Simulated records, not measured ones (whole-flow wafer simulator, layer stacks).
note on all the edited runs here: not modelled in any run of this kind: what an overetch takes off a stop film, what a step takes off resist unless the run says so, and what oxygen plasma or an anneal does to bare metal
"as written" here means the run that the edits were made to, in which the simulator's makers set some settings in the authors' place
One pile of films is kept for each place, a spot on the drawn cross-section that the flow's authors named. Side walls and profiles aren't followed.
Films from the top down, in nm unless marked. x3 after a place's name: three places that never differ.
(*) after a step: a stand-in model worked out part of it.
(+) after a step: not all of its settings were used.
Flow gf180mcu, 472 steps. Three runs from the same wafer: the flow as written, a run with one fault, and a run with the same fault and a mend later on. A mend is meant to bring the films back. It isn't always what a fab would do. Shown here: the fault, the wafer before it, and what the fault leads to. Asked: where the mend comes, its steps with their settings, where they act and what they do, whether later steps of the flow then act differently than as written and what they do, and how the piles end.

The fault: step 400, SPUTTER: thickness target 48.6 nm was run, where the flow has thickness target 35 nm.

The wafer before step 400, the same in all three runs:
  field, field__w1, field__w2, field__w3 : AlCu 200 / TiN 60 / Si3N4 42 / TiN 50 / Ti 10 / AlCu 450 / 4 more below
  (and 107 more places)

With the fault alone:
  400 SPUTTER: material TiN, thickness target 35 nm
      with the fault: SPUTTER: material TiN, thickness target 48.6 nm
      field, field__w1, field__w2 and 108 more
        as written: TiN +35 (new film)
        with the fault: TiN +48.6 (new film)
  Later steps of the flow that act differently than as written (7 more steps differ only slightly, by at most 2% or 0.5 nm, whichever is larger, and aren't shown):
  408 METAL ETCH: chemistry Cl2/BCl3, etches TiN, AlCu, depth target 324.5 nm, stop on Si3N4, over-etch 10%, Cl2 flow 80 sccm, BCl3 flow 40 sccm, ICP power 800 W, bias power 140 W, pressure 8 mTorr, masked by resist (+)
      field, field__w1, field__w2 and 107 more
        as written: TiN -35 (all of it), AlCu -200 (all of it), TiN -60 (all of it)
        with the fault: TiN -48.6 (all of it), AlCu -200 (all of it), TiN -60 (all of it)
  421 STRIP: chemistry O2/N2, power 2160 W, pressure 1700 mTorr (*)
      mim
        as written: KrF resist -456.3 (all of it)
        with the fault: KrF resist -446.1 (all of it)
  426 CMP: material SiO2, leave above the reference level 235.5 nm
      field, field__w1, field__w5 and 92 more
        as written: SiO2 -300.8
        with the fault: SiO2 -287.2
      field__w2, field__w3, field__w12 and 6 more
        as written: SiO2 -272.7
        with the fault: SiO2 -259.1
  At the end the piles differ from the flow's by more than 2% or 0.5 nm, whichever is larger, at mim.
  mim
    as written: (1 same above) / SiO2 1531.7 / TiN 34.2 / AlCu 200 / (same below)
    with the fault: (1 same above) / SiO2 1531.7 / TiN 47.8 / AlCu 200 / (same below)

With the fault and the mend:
  The mend comes after step 407.
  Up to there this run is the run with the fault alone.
  407a STRIP: chemistry O2/N2, power 2160 W, pressure 1700 mTorr (*)
      mim
        resist -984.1 (all of it)
  407b METAL ETCH: chemistry Cl2/BCl3, etches TiN, AlCu, Ti, depth target 13.6 nm, Cl2 flow 80 sccm, BCl3 flow 40 sccm, ICP power 800 W, bias power 140 W, pressure 8 mTorr (the flow's step 260 once more, with other settings)
      field, field__w1, field__w2 and 108 more
        TiN -13.6
  407c HMDS: 120 C, 60 s (the flow's step 402 once more)
      changes no film at any place that is followed
  407d COAT: resist, thickness 1000 nm (the flow's step 403 once more)
      field, field__w1, field__w2 and 108 more
        resist +1000 (new film)
  407e SOFTBAKE: resist (the flow's step 404 once more)
      changes no film at any place that is followed
  407f EXPOSE: photomask FuseTop (the flow's step 405 once more)
      changes no film at any place that is followed
  407g PEB: resist, 70.3 s (the flow's step 406 once more)
      field, field__w1, field__w2 and 108 more
        resist -15.9
  407h DEVELOP: thickness 1000 nm, 60 s (the flow's step 407 once more)
      field, field__w1, field__w2 and 107 more
        resist -984.1 (all of it)
  No later step of the flow acts differently than as written at any place that is followed.
  At the end the piles are the same as the flow's at every place that both follow.
